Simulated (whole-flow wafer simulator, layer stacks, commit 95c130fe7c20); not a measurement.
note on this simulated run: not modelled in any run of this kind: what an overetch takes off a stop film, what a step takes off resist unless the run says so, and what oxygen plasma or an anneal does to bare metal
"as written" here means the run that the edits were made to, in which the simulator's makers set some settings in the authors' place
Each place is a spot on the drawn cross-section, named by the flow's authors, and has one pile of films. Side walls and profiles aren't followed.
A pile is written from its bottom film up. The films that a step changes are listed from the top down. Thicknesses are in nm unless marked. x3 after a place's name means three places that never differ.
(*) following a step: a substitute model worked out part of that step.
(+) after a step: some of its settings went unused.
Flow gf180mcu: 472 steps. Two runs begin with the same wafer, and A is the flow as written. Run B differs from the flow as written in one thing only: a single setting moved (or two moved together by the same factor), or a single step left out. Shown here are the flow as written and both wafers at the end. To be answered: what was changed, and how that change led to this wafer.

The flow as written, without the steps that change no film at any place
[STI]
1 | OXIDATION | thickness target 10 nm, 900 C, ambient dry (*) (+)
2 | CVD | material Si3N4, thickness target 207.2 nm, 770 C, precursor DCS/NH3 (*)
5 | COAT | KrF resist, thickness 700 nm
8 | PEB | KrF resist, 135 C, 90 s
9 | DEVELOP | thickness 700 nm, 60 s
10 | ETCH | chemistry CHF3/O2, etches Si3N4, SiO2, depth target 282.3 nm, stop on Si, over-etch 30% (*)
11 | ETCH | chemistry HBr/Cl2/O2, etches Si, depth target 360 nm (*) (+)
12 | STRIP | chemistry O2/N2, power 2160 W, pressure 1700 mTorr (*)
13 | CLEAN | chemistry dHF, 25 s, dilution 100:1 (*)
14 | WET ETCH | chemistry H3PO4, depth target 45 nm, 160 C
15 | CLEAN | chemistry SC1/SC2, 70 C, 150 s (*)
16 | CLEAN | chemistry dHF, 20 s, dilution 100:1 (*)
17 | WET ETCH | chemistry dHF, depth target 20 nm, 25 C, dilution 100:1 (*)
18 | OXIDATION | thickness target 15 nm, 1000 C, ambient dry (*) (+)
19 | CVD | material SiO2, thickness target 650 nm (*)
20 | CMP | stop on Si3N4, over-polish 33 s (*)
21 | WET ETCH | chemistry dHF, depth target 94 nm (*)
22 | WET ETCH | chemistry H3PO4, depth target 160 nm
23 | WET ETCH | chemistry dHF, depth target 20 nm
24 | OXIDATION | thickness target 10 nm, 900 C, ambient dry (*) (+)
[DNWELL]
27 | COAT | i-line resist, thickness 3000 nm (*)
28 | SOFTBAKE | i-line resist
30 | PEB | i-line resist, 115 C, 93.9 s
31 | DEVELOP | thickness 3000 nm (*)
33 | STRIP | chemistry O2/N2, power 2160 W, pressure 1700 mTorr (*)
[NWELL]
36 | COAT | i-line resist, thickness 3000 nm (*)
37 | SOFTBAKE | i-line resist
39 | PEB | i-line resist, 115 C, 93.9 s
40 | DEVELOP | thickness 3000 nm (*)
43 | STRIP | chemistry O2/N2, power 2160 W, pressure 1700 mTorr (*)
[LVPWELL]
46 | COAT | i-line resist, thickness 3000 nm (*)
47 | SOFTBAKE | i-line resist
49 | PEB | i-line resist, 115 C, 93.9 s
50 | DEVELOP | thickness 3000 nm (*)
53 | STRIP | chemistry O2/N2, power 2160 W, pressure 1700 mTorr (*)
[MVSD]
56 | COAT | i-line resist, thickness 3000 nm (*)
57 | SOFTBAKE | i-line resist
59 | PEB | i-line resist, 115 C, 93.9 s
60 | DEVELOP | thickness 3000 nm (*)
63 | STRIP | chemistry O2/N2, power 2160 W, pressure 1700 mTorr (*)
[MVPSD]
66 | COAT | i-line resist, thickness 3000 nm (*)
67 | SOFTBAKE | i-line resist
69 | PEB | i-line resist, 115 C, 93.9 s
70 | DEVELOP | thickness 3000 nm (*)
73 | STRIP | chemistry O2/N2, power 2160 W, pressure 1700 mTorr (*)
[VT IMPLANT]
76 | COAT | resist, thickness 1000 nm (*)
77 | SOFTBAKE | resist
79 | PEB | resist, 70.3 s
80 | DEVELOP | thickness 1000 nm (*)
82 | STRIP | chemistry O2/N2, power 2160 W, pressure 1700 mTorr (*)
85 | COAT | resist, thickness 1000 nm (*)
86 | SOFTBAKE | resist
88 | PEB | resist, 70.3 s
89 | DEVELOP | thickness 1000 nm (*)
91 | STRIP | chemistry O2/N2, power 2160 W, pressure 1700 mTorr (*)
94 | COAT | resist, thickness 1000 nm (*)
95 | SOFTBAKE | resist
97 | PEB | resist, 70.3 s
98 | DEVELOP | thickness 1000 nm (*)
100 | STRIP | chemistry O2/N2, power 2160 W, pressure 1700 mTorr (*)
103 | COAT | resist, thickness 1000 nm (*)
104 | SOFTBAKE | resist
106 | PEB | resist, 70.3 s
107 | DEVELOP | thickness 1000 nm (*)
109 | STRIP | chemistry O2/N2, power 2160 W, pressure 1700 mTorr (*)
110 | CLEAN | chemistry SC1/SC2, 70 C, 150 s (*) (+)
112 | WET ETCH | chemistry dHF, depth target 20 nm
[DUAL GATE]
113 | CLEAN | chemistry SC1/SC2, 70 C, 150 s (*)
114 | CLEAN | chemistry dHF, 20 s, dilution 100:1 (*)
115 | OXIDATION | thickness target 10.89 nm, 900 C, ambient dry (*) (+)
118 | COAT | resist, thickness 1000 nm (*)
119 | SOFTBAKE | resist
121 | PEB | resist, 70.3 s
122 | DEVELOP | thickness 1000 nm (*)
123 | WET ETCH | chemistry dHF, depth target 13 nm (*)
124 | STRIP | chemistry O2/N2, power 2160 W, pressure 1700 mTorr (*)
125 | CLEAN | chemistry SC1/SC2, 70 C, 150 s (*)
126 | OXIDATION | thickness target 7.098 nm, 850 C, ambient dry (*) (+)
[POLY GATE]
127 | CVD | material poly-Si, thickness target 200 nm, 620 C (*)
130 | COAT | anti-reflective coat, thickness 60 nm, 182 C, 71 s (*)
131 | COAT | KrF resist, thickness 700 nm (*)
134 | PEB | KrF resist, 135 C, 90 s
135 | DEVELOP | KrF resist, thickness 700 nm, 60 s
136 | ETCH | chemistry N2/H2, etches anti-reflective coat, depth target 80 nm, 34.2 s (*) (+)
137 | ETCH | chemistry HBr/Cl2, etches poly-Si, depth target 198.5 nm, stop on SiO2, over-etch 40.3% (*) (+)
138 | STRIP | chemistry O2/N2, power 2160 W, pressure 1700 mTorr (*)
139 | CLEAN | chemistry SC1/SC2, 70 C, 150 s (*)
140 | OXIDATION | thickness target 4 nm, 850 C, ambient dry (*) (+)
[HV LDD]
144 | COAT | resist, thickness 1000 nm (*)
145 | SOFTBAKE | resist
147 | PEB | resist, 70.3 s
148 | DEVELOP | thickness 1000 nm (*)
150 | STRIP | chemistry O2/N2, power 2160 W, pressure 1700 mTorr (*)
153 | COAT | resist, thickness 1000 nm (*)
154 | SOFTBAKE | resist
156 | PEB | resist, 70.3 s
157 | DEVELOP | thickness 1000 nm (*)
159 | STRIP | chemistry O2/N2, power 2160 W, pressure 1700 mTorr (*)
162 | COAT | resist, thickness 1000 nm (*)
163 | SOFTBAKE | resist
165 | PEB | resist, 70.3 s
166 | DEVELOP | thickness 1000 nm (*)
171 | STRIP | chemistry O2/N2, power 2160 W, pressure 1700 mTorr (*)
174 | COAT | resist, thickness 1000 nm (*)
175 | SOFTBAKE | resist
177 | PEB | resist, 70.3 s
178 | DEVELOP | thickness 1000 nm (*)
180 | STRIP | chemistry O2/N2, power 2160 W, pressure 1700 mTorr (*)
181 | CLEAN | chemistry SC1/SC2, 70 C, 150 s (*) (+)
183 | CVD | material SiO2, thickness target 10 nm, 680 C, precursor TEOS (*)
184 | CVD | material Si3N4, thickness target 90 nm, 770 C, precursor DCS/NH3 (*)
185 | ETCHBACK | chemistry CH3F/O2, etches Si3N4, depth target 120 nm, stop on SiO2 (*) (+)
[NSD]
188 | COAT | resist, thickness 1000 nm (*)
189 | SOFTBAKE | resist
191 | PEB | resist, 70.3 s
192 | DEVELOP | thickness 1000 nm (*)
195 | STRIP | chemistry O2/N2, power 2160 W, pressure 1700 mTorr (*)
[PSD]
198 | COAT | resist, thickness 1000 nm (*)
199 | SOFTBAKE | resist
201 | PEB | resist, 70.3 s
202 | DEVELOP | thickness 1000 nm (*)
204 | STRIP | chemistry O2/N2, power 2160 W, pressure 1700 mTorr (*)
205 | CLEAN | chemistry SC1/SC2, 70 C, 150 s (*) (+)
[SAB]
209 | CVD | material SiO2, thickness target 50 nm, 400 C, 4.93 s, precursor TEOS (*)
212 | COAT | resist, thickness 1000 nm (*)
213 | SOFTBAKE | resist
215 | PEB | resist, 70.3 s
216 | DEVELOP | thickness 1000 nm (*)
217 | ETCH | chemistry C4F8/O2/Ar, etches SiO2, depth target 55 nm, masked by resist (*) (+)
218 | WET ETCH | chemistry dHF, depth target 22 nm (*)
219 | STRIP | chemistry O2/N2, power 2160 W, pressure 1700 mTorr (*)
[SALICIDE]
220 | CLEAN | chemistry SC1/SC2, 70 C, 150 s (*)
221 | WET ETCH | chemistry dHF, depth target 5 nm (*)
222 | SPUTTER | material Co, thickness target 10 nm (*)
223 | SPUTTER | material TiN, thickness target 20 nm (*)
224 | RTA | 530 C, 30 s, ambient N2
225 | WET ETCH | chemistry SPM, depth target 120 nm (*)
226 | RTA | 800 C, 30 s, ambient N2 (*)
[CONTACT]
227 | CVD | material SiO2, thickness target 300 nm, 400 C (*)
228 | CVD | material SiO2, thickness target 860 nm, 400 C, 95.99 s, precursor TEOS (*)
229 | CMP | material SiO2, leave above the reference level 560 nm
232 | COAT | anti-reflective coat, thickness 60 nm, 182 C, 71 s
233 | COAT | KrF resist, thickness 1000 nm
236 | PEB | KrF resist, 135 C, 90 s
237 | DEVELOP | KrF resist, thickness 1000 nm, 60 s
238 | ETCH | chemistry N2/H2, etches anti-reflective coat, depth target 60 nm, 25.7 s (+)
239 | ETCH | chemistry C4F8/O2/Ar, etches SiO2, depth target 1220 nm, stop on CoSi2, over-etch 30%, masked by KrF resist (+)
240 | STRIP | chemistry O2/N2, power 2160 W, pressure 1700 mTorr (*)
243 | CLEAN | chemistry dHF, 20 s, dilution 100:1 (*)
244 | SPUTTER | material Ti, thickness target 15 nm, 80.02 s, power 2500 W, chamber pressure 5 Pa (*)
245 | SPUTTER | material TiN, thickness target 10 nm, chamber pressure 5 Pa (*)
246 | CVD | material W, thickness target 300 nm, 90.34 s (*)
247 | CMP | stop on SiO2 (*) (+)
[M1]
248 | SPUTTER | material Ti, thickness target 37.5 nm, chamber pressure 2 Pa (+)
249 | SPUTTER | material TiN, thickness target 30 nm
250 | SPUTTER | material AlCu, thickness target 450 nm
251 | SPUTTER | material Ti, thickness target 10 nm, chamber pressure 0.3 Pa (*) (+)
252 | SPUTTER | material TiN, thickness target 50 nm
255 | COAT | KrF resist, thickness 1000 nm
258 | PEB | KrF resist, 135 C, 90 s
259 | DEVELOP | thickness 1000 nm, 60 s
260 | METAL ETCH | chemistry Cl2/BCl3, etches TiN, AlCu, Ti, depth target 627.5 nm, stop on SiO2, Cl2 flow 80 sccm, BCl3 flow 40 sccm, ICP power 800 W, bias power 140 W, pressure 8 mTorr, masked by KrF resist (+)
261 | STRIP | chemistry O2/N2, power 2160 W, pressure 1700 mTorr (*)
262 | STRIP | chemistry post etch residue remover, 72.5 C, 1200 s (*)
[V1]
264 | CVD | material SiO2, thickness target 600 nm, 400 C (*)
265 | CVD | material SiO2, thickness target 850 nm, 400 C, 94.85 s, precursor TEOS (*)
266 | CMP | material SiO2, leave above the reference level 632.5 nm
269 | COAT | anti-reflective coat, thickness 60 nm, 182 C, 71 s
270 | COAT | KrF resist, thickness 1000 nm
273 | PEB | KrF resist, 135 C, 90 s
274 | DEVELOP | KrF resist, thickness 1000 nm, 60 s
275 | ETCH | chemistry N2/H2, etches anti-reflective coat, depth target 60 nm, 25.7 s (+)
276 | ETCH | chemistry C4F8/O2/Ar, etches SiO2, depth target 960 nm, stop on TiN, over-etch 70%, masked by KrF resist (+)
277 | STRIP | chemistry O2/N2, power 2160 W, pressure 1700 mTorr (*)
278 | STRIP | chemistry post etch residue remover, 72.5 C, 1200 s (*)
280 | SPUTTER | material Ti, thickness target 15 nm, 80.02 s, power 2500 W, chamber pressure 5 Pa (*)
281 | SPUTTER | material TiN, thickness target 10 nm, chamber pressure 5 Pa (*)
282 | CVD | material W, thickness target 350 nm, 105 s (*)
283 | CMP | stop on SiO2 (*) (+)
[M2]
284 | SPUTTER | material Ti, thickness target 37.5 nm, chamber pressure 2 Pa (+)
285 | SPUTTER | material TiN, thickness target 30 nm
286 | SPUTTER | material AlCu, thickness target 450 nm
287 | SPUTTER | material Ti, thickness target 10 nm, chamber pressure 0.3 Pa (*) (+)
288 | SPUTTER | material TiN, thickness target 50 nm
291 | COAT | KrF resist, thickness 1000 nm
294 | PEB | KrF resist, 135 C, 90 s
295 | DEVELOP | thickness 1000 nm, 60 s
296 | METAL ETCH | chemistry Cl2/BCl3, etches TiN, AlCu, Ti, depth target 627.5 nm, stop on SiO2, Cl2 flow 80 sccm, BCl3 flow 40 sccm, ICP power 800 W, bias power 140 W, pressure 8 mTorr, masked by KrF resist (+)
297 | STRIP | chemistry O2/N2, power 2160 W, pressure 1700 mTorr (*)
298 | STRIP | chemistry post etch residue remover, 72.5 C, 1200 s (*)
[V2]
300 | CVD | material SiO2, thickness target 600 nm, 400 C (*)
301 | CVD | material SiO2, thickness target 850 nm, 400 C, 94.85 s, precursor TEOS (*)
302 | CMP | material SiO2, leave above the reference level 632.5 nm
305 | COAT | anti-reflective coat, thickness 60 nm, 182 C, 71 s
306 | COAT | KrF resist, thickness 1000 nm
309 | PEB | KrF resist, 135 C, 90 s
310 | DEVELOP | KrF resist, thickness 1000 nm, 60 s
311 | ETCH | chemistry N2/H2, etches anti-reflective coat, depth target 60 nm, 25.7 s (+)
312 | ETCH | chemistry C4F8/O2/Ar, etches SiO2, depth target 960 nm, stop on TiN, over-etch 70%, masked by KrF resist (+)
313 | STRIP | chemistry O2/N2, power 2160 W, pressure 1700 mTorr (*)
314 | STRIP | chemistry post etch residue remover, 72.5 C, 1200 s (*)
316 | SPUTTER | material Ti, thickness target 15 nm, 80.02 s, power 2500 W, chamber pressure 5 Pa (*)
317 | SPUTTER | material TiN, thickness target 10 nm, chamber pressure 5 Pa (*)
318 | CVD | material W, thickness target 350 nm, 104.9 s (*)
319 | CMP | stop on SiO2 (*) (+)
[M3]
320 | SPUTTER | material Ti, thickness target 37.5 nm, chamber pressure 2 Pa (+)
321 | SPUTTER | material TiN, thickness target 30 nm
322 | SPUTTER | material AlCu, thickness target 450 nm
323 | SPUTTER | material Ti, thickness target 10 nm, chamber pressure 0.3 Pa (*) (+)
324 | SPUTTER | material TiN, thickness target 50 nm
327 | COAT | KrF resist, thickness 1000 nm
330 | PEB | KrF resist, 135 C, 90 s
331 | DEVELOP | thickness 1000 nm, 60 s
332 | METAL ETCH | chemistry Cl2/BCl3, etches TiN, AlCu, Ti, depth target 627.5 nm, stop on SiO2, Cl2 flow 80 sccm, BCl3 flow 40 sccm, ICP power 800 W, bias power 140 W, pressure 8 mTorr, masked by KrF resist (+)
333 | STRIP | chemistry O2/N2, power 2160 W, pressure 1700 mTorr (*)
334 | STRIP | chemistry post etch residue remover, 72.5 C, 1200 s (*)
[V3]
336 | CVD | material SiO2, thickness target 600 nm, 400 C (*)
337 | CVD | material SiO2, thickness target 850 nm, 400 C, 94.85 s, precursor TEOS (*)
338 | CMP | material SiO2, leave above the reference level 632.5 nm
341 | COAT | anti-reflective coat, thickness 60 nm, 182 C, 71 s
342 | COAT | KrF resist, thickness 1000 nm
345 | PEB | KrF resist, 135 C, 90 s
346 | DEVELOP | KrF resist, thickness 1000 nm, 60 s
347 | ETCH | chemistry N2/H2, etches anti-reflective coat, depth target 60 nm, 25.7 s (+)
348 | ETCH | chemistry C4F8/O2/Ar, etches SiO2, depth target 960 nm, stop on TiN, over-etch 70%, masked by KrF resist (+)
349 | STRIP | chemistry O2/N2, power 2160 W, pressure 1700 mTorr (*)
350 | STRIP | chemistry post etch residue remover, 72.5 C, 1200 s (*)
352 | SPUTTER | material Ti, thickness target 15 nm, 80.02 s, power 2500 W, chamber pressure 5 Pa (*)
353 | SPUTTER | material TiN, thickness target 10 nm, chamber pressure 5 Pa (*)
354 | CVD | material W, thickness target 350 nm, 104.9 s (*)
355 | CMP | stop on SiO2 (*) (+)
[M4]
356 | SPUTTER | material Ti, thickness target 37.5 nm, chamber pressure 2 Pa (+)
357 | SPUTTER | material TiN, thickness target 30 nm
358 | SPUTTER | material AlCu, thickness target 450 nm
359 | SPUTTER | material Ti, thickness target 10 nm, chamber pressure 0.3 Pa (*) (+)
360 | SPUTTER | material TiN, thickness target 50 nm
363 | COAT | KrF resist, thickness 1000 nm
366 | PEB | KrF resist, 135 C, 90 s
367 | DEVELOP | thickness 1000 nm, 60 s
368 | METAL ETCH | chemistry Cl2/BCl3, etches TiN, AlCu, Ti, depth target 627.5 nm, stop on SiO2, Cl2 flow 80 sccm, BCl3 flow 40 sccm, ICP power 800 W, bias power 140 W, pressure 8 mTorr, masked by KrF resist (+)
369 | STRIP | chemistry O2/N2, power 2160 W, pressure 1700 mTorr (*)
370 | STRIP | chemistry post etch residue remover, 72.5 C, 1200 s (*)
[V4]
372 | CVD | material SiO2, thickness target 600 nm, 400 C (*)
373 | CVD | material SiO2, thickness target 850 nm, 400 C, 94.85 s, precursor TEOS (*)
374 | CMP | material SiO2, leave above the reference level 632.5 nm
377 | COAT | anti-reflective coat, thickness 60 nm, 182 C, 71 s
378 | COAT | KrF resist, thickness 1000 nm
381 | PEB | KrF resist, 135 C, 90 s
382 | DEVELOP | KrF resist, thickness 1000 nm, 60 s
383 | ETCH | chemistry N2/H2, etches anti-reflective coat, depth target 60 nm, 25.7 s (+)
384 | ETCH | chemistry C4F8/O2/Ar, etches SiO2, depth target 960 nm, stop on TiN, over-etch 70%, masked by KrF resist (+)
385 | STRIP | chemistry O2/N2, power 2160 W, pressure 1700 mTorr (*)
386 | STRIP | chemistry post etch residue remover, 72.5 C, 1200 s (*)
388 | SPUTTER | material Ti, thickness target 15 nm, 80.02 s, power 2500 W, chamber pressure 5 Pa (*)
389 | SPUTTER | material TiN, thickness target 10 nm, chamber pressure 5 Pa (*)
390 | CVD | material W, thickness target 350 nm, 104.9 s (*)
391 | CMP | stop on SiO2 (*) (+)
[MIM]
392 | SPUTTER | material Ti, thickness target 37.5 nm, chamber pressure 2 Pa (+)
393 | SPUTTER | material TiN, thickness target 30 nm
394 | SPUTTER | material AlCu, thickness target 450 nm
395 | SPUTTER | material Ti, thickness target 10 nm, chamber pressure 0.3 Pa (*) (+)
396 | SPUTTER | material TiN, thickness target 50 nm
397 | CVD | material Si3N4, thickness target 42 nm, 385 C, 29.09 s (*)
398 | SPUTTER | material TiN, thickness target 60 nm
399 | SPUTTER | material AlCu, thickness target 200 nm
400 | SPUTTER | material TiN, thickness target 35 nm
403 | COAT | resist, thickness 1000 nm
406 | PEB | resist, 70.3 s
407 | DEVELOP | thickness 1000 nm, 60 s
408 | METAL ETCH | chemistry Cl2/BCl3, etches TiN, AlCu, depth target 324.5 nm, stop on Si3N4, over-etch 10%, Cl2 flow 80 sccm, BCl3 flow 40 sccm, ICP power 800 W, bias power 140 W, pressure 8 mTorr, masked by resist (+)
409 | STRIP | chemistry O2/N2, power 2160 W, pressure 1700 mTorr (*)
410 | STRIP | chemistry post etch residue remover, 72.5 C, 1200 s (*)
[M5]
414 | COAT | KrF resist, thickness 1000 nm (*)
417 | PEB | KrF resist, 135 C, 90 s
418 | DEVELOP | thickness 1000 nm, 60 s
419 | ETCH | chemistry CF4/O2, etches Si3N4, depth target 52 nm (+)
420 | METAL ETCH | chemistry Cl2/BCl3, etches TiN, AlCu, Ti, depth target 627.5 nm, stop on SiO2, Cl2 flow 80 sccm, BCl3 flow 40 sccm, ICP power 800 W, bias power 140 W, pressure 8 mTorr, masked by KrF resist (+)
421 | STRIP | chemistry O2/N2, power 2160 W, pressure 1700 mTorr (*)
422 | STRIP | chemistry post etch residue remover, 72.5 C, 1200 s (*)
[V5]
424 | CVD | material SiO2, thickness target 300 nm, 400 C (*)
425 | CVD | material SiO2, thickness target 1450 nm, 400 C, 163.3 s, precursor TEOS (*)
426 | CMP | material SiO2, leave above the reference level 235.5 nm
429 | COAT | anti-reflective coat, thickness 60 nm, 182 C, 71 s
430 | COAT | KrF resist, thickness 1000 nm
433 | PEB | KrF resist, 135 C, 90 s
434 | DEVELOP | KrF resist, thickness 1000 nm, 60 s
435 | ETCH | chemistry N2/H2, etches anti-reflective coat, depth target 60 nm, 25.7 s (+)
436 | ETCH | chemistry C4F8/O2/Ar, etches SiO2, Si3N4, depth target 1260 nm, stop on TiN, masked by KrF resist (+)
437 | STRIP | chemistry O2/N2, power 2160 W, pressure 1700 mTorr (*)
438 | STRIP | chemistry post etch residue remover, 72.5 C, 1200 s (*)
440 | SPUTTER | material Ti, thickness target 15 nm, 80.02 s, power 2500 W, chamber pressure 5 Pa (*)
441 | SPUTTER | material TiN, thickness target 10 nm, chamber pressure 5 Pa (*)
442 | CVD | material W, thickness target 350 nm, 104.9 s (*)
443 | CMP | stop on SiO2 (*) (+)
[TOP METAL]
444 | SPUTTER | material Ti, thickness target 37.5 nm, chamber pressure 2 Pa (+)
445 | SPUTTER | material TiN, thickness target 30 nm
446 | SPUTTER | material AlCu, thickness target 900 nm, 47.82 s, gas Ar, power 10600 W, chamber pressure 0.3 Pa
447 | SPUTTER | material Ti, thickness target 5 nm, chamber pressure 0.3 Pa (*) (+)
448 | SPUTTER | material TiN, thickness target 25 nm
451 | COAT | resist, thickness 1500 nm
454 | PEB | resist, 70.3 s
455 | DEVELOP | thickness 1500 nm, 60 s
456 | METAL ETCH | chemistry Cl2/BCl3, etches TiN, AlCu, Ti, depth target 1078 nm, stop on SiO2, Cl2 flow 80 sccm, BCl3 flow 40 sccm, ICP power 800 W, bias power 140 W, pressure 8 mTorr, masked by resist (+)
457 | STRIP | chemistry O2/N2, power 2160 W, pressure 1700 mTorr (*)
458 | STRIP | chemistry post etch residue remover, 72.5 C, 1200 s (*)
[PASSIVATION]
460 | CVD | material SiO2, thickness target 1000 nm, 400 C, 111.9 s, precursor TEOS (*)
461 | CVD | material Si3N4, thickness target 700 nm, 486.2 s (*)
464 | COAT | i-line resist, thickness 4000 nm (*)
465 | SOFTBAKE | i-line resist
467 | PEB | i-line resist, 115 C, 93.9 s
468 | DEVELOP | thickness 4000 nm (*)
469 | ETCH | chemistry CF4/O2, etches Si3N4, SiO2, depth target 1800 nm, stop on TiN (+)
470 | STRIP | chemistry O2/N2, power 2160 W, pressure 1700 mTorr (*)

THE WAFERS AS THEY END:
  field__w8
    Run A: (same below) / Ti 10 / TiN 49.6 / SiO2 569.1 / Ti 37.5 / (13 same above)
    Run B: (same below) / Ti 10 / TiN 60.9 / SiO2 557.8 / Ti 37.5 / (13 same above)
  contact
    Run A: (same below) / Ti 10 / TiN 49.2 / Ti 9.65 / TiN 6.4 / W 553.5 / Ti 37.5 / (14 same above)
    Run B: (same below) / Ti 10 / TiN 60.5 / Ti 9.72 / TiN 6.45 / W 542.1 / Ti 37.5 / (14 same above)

The reason: step 360, SPUTTER: thickness target 61.3 nm was run, whereas the flow has thickness target 50 nm.

How this came from the change, step by step:
  360 | SPUTTER | material TiN, thickness target 50 nm
      field, field__w1, field__w2 and 108 more: A +50 TiN (new film) | B +61.3 TiN (new film)
  368 | METAL ETCH | chemistry Cl2/BCl3, etches TiN, AlCu, Ti, depth target 627.5 nm, stop on SiO2, Cl2 flow 80 sccm, BCl3 flow 40 sccm, ICP power 800 W, bias power 140 W, pressure 8 mTorr, masked by KrF resist (+)
      field, field__w1, field__w2 and 103 more: A -50 TiN (all of it), -10 Ti (all of it), -450 AlCu (all of it), -30 TiN (all of it), -37.5 Ti (all of it) | B -61.3 TiN (all of it), -10 Ti (all of it), -450 AlCu (all of it), -30 TiN (all of it), -37.5 Ti (all of it)
